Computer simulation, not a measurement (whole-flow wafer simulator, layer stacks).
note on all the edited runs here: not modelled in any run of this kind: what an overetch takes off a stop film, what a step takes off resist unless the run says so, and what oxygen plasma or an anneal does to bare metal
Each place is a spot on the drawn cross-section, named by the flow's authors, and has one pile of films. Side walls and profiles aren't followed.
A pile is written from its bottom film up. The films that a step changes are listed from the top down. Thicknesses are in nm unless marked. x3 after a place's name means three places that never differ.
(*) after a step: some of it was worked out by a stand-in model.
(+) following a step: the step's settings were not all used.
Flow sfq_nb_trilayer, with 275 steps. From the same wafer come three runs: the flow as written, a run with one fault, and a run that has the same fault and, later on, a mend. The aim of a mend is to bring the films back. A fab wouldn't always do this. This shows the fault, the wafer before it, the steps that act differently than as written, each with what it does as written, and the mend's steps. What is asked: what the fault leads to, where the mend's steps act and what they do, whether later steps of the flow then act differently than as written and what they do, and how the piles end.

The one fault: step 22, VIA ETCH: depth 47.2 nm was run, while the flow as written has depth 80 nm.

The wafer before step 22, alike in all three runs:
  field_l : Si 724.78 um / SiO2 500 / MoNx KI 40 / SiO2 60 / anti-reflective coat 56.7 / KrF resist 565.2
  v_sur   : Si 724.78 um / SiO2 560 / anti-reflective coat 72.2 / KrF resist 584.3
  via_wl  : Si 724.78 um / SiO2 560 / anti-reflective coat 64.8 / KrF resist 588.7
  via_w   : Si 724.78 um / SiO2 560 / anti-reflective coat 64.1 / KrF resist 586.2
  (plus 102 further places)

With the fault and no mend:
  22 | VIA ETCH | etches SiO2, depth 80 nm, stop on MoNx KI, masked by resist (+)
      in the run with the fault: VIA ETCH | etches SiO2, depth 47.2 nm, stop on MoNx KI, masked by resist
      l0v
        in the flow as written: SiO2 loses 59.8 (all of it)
        in the run with the fault: SiO2 loses 47.2
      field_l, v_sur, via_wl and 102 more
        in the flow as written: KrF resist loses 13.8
        in the run with the fault: KrF resist loses 8.14
  Steps later in the flow that act otherwise than as written (5 other steps are not shown; they differ only slightly, by no more than 2% or 0.5 nm, whichever is larger):
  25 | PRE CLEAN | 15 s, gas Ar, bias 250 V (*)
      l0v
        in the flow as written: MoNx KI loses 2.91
        in the run with the fault: SiO2 loses 5
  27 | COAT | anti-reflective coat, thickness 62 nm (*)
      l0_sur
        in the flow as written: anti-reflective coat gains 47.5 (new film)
        in the run with the fault: anti-reflective coat gains 48.7 (new film)
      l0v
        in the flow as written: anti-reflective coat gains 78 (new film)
        in the run with the fault: anti-reflective coat gains 74.8 (new film)
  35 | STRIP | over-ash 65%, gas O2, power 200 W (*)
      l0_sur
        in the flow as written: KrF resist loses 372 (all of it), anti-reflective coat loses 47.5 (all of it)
        in the run with the fault: KrF resist loses 372.6 (all of it), anti-reflective coat loses 48.7 (all of it)
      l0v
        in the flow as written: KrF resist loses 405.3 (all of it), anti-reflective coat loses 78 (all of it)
        in the run with the fault: KrF resist loses 398.7 (all of it), anti-reflective coat loses 74.8 (all of it)
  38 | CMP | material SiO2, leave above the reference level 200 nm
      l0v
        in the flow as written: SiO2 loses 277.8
        in the run with the fault: SiO2 loses 290.1
  At l0v, the piles at the end differ from the flow's by more than 2% or 0.5 nm, whichever is larger.
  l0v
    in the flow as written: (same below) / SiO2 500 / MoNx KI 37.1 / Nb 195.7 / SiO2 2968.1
    in the run with the fault: (same below) / SiO2 500 / MoNx KI 40 / SiO2 7.65 / Nb 197.4 / SiO2 2955.8

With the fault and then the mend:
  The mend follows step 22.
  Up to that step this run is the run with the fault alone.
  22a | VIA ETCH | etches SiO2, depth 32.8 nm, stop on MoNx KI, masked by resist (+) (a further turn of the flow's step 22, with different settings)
      field_l, v_sur, via_wl and 102 more
        KrF resist loses 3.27
      l0v
        SiO2 loses 12.6 (all of it)
  Later steps of the flow that are run all act as written at every place that is followed, up to a difference of at most 2% or 0.5 nm, whichever is larger.
  By the end, the piles equal the flow's at every place that both follow.
